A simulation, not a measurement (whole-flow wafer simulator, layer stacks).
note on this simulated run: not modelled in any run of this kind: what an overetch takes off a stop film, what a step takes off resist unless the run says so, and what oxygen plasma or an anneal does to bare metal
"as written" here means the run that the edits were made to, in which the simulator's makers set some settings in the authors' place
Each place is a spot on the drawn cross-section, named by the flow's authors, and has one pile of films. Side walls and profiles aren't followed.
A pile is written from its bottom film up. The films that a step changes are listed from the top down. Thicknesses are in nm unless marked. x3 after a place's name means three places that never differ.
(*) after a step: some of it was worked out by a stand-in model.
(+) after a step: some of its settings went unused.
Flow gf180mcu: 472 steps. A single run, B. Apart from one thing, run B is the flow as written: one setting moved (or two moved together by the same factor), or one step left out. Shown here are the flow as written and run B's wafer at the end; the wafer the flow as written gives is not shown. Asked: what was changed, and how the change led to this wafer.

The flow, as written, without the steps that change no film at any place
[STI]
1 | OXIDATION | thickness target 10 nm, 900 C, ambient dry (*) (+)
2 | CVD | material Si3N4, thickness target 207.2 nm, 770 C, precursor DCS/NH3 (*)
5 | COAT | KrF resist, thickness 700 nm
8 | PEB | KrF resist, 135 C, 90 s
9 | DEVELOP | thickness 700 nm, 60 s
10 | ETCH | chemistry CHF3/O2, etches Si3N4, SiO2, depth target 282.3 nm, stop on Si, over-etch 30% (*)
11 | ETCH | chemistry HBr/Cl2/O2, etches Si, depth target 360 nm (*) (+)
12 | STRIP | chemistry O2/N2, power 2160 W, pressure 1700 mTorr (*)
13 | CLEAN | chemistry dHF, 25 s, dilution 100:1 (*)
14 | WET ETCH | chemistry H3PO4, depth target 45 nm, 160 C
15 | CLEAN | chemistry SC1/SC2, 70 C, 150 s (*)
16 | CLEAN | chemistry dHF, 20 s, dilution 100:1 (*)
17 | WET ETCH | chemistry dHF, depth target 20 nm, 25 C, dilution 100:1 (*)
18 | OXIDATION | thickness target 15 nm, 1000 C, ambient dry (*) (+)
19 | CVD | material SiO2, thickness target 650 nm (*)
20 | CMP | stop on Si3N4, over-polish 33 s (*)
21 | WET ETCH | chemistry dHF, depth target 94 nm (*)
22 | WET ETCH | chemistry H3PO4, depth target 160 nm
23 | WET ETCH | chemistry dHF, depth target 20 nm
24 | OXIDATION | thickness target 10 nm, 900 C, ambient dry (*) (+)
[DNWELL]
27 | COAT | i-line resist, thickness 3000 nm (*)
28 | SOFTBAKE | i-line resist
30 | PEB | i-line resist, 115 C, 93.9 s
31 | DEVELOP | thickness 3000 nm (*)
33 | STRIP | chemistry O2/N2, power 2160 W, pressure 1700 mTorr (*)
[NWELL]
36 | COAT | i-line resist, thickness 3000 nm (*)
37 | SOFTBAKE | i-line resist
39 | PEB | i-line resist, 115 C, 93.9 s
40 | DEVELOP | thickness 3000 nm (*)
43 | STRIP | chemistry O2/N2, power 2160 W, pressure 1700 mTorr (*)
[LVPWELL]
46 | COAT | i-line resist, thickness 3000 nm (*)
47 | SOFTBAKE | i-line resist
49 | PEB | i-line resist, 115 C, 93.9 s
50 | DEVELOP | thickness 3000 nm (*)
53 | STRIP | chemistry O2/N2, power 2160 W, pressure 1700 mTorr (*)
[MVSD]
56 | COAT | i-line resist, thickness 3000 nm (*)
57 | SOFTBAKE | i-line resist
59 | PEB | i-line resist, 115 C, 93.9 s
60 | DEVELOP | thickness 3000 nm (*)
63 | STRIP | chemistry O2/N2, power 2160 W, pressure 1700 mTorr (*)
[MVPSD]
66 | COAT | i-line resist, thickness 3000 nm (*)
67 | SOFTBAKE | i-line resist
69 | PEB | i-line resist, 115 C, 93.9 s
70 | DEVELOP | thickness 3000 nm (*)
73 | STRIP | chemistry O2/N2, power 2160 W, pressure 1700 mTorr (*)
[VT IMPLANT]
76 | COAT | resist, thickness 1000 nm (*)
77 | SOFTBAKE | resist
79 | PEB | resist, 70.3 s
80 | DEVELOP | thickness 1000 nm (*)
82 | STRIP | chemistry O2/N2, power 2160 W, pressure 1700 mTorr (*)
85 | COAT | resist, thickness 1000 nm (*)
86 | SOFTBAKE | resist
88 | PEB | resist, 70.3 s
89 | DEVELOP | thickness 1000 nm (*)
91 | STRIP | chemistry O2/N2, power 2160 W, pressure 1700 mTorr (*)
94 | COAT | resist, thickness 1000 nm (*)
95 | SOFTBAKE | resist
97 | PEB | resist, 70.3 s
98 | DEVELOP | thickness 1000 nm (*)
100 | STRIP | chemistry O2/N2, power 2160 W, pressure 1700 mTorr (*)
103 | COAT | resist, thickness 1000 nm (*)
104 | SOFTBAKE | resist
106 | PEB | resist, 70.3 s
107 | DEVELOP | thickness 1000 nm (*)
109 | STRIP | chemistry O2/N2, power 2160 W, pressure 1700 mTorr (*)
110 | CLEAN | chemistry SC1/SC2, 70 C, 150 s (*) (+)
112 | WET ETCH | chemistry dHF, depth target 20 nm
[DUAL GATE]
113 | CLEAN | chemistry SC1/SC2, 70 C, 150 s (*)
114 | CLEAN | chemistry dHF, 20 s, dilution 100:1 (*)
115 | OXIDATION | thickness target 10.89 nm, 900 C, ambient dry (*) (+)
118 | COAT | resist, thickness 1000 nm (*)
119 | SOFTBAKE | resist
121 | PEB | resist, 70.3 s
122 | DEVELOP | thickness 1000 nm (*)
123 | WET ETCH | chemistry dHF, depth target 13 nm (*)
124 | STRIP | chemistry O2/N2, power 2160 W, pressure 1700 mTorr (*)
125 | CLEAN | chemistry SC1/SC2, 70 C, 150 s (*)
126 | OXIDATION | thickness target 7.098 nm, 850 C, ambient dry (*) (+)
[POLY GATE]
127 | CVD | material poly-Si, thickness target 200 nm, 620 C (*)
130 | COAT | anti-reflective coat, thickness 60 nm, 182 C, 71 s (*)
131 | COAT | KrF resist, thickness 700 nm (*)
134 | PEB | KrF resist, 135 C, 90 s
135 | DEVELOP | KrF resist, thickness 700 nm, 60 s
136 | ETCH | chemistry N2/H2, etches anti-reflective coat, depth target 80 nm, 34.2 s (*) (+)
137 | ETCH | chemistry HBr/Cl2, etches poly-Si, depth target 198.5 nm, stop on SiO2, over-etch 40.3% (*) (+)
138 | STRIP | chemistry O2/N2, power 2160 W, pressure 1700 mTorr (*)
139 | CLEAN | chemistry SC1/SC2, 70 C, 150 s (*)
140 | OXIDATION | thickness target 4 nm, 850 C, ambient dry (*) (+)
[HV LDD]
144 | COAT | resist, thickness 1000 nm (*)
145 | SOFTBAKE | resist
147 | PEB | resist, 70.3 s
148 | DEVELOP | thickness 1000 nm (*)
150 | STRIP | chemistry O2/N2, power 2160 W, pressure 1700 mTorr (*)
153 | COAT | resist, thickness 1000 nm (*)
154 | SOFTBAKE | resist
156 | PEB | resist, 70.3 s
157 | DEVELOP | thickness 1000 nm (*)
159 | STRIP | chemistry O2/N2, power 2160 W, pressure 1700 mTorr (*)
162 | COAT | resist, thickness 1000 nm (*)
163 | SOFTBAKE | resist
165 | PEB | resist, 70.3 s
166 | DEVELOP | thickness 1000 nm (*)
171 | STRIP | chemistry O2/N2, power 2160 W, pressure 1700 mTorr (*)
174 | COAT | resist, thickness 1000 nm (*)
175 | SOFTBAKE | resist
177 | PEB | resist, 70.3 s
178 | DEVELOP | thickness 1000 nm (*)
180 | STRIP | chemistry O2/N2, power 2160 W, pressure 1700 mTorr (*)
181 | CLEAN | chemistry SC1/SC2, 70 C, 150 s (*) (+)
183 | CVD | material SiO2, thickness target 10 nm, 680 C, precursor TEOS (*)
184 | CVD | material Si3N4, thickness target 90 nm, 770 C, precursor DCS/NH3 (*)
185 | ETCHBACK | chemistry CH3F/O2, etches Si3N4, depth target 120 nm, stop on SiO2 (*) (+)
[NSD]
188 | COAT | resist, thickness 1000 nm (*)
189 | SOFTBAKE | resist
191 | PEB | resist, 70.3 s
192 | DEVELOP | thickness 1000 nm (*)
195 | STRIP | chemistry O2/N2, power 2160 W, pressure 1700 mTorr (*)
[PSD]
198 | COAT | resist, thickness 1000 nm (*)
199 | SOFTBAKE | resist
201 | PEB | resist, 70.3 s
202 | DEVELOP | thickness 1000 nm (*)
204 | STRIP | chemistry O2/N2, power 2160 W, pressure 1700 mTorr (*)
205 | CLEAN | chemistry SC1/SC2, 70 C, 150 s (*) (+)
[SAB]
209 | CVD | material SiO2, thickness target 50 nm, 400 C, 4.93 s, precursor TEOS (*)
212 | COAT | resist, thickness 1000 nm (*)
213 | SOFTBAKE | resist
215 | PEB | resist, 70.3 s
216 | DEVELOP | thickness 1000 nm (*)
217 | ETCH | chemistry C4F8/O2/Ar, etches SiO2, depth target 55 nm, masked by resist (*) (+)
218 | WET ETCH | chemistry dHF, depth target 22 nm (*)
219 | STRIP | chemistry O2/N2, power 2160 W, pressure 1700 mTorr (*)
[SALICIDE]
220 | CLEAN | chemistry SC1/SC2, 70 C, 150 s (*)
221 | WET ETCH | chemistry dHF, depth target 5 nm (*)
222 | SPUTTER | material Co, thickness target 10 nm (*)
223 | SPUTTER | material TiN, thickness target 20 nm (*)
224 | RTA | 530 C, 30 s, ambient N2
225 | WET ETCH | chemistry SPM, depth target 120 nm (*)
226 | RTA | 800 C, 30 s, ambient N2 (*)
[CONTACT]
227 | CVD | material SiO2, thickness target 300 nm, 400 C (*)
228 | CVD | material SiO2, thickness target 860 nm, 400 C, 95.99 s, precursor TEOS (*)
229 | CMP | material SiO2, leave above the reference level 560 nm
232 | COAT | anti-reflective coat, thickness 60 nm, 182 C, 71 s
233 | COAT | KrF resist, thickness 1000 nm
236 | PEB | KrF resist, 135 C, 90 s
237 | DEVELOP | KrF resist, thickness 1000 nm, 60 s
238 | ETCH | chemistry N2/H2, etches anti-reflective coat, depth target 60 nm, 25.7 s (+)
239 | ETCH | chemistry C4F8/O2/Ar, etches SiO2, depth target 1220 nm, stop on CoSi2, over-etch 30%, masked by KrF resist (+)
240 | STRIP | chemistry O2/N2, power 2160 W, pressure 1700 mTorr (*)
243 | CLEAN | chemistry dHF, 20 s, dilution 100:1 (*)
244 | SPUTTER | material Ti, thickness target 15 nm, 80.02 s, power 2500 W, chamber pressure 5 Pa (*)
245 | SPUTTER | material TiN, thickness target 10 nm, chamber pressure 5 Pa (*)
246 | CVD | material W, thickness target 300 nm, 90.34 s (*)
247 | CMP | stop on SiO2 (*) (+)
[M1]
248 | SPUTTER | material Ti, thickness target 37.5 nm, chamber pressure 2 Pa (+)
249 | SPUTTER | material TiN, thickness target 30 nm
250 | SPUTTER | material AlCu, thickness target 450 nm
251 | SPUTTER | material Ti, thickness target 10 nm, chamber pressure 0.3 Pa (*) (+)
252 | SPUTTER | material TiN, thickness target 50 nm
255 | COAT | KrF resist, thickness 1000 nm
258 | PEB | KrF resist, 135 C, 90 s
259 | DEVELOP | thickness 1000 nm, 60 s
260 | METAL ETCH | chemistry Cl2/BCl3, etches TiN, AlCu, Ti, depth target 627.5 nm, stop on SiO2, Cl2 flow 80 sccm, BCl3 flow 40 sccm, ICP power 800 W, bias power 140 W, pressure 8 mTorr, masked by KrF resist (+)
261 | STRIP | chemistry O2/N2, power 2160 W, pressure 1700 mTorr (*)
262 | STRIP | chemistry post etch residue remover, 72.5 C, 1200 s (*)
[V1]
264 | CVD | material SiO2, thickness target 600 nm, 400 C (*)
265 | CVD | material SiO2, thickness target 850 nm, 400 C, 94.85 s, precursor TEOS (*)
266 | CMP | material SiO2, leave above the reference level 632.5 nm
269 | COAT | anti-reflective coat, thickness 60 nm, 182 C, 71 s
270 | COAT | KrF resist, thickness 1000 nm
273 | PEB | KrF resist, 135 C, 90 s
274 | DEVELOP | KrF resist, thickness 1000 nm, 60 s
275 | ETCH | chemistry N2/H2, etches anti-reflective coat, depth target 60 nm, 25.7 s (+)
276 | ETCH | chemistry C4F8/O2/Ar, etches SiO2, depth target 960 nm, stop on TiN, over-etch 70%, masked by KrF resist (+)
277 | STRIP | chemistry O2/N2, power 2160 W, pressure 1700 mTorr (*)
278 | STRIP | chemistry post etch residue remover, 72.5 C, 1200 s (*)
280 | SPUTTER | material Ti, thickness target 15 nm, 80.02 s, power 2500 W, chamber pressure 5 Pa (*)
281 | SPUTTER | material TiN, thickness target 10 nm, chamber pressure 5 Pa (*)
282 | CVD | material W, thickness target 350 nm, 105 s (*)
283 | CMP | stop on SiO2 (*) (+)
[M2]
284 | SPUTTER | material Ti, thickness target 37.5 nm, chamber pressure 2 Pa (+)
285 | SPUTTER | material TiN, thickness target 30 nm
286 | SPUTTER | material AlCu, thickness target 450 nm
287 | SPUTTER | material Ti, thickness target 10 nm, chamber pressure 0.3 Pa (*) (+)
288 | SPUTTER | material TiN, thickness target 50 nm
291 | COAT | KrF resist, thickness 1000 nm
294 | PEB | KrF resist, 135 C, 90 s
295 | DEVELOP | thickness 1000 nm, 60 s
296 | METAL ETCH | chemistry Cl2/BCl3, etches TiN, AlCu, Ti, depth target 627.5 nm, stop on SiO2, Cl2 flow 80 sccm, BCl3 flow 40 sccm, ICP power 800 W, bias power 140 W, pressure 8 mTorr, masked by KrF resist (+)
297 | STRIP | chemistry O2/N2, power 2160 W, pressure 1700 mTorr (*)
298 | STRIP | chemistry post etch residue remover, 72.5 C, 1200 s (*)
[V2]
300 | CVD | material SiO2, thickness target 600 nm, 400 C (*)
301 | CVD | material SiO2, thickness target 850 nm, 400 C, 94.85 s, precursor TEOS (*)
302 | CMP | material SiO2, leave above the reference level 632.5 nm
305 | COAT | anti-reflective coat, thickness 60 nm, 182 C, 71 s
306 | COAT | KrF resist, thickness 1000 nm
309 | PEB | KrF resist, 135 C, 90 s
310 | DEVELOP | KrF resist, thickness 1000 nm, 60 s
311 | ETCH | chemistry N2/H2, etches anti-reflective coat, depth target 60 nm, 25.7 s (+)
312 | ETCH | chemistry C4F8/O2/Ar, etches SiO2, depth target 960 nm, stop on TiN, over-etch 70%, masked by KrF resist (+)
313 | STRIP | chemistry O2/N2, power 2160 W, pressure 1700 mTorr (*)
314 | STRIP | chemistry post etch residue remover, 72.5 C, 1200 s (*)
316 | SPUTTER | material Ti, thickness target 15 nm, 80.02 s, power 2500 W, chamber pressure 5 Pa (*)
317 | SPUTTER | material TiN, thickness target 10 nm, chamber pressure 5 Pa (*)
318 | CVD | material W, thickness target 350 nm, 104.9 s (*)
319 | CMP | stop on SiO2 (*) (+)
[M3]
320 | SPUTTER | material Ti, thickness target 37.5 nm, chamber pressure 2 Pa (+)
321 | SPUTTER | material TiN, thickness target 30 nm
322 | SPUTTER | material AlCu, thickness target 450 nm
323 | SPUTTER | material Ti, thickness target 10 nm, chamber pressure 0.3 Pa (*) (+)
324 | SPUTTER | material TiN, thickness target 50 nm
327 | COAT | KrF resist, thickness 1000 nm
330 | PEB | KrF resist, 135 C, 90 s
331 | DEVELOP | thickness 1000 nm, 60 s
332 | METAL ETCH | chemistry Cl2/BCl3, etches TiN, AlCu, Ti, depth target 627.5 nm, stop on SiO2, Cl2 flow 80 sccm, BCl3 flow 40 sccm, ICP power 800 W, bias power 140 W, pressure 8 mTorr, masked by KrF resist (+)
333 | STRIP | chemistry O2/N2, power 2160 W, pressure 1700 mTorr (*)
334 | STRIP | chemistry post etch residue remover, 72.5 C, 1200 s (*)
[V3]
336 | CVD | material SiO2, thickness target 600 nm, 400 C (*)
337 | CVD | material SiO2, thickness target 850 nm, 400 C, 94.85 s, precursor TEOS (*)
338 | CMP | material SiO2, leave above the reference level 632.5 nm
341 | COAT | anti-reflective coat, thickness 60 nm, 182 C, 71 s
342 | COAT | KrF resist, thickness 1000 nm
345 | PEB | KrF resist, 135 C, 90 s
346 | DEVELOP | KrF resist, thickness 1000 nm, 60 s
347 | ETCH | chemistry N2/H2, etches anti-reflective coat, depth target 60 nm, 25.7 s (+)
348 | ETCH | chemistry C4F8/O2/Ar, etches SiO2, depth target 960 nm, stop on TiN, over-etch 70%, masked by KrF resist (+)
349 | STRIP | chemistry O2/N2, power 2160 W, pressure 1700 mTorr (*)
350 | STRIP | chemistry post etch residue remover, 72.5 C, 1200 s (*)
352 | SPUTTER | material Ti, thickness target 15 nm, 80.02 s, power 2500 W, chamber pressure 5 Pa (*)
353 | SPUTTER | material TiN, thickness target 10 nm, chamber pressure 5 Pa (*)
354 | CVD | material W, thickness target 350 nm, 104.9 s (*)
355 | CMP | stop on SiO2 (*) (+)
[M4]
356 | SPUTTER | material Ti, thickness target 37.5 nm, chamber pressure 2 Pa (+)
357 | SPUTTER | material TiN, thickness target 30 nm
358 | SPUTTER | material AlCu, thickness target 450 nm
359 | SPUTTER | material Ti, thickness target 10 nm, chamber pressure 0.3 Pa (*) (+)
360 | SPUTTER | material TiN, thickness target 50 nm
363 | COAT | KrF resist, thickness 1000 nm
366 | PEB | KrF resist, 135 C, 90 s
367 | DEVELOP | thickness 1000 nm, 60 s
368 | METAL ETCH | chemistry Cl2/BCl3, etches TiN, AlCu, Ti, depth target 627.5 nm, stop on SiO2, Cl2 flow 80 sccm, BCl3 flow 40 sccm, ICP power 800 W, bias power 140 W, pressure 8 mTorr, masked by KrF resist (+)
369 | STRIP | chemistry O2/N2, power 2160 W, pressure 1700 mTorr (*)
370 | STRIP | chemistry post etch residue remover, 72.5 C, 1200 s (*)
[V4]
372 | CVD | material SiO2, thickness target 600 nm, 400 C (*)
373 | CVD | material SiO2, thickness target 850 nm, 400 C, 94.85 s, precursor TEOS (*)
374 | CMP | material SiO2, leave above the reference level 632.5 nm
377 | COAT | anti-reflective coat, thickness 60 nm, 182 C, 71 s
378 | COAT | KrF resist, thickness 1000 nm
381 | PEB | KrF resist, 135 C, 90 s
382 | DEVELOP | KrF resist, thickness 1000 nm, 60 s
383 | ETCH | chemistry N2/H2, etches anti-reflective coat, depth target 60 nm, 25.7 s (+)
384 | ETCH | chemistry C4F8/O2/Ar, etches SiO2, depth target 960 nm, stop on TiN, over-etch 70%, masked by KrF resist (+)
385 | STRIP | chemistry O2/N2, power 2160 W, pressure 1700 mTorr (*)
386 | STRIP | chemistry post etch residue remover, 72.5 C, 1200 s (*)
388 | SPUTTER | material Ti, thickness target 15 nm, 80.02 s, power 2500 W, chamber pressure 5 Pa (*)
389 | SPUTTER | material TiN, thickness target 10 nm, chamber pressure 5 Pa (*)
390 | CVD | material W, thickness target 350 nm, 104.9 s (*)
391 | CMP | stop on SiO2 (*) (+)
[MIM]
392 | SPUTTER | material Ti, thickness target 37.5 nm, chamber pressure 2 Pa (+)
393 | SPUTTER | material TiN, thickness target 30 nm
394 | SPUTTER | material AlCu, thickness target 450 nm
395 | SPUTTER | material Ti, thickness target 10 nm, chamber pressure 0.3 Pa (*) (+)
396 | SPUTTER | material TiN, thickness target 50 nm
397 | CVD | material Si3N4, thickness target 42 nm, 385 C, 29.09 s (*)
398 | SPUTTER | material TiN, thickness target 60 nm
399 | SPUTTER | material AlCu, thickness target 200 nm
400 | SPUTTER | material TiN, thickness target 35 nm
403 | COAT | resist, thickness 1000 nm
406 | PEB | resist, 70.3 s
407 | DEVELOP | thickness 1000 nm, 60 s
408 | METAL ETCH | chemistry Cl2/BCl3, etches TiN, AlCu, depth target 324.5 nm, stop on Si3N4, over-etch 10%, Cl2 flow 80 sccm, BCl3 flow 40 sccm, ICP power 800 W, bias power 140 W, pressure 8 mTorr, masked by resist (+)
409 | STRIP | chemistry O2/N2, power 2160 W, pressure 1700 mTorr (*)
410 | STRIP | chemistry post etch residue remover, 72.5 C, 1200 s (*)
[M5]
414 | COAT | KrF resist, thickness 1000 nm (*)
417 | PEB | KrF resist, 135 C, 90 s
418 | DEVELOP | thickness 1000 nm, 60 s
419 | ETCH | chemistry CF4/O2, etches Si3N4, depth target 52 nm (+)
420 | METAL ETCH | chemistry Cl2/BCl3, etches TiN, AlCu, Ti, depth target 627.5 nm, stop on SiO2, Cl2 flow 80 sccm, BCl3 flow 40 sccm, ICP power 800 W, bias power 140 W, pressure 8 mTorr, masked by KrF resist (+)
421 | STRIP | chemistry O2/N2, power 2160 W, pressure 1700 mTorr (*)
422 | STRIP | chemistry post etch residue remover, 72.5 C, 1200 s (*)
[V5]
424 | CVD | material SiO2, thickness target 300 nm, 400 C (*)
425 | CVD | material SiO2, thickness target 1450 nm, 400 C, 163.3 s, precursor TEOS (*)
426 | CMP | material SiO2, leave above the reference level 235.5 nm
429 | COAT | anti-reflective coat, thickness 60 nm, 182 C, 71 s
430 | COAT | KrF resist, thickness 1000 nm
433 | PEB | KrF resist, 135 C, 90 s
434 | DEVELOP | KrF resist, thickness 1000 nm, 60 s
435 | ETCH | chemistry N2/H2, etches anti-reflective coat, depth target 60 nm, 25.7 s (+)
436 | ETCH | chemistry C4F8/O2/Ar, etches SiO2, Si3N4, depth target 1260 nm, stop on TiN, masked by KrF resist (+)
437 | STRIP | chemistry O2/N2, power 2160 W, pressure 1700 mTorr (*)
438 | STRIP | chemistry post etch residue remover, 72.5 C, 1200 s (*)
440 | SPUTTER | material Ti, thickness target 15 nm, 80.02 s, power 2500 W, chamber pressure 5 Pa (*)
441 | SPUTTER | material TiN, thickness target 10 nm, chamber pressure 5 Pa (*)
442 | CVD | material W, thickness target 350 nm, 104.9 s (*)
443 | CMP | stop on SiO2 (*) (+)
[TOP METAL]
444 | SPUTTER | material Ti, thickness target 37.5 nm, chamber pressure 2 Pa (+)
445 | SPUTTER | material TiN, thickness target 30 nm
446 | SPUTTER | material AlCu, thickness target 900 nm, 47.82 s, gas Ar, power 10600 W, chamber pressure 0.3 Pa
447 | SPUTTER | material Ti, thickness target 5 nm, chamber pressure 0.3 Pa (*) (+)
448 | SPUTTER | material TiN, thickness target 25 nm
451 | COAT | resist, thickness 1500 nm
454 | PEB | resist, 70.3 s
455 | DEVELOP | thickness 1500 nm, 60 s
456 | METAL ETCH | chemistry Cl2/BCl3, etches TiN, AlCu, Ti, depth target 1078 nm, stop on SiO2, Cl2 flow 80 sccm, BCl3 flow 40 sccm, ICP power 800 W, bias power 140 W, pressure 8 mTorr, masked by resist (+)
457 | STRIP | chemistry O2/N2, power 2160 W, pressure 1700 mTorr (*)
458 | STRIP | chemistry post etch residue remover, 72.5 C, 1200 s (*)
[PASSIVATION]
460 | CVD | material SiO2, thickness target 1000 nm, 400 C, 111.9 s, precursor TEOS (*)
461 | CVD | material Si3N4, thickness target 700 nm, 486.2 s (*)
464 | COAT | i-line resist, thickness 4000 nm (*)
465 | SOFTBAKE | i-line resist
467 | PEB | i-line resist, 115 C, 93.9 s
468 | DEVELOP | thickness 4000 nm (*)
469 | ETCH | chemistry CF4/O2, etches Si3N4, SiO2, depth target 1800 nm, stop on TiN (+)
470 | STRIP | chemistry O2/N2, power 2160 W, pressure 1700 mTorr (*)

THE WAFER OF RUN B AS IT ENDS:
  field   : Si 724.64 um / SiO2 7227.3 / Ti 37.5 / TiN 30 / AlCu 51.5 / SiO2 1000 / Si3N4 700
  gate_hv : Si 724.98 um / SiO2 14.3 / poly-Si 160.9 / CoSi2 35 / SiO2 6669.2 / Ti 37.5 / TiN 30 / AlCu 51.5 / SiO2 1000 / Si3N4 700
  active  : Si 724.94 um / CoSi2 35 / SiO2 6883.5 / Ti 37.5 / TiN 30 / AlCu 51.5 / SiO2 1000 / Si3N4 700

What caused this: step 456, METAL ETCH: depth target 872.8 nm was run, while the flow as written has depth target 1078 nm.

The path from the change to this, step by step:
  456 | METAL ETCH | chemistry Cl2/BCl3, etches TiN, AlCu, Ti, depth target 1078 nm, stop on SiO2, Cl2 flow 80 sccm, BCl3 flow 40 sccm, ICP power 800 W, bias power 140 W, pressure 8 mTorr, masked by resist (+)
      field, field__w1, field__w2 and 103 more: TiN loses 25 (all of it), Ti loses 5 (all of it), AlCu loses 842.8 (in the flow as written it would be: TiN loses 25 (all of it), Ti loses 5 (all of it), AlCu loses 900 (all of it), TiN loses 30 (all of it), Ti loses 37.5 (all of it))
      field__w8, contact, m1, m1__w1, pad, m1_nw: resist loses 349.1 (in the flow as written it would be: resist loses 431)
  457 | STRIP | chemistry O2/N2, power 2160 W, pressure 1700 mTorr (*)
      field__w8, contact, m1, m1__w1, pad, m1_nw: resist loses 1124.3 (all of it) (in the flow as written it would be: resist loses 1042.5 (all of it))
  458 | STRIP | chemistry post etch residue remover, 72.5 C, 1200 s (*)
      field, field__w1, field__w2 and 103 more: AlCu loses 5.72 (in the flow as written it would be: nothing)
  460 | CVD | material SiO2, thickness target 1000 nm, 400 C, 111.9 s, precursor TEOS (*)
      field, field__w1, field__w2 and 103 more: SiO2 gains 1000 (new film) (in the flow as written it would be: SiO2 gains 1000)
  464 | COAT | i-line resist, thickness 4000 nm (*)
      field__w8: i-line resist gains 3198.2 (new film) (in the flow as written it would be: i-line resist gains 3093.1 (new film))
      contact: i-line resist gains 3247.7 (new film) (in the flow as written it would be: i-line resist gains 3153.6 (new film))
      (as well as at 4 more places)
  465 | SOFTBAKE | i-line resist
      field__w11, field__w13: i-line resist gains 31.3 (in the flow as written it would be: i-line resist gains 37.6)
      ld_fp_p, ld_drift_p: i-line resist gains 28.2 (in the flow as written it would be: i-line resist gains 33.8)
      (as well as at 65 more places)
  467 | PEB | i-line resist, 115 C, 93.9 s
      field__w8, m1__w1: i-line resist loses 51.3 (in the flow as written it would be: i-line resist loses 49.2)
      contact, m1: i-line resist loses 51.7 (in the flow as written it would be: i-line resist loses 49.6)
      (as well as at 2 more places)
  468 | DEVELOP | thickness 4000 nm (*)
      pad: i-line resist loses 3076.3 (all of it) (in the flow as written it would be: i-line resist loses 2960.4 (all of it))
  470 | STRIP | chemistry O2/N2, power 2160 W, pressure 1700 mTorr (*)
      field__w8: i-line resist loses 1889.9 (all of it) (in the flow as written it would be: i-line resist loses 1775.9 (all of it))
      contact: i-line resist loses 1908.3 (all of it) (in the flow as written it would be: i-line resist loses 1798.3 (all of it))
      (as well as at 3 more places)
With metal films that touch counted as one body, field has 1 body; the flow as written gives 0 bodies.
With metal films that touch counted as one body, gate_hv has 2 bodies (between them, from the top down: SiO2 6669.2); the flow as written gives 1 body.
With metal films that touch counted as one body, active has 2 bodies (between them, from the top down: SiO2 6883.5); the flow as written gives 1 body.
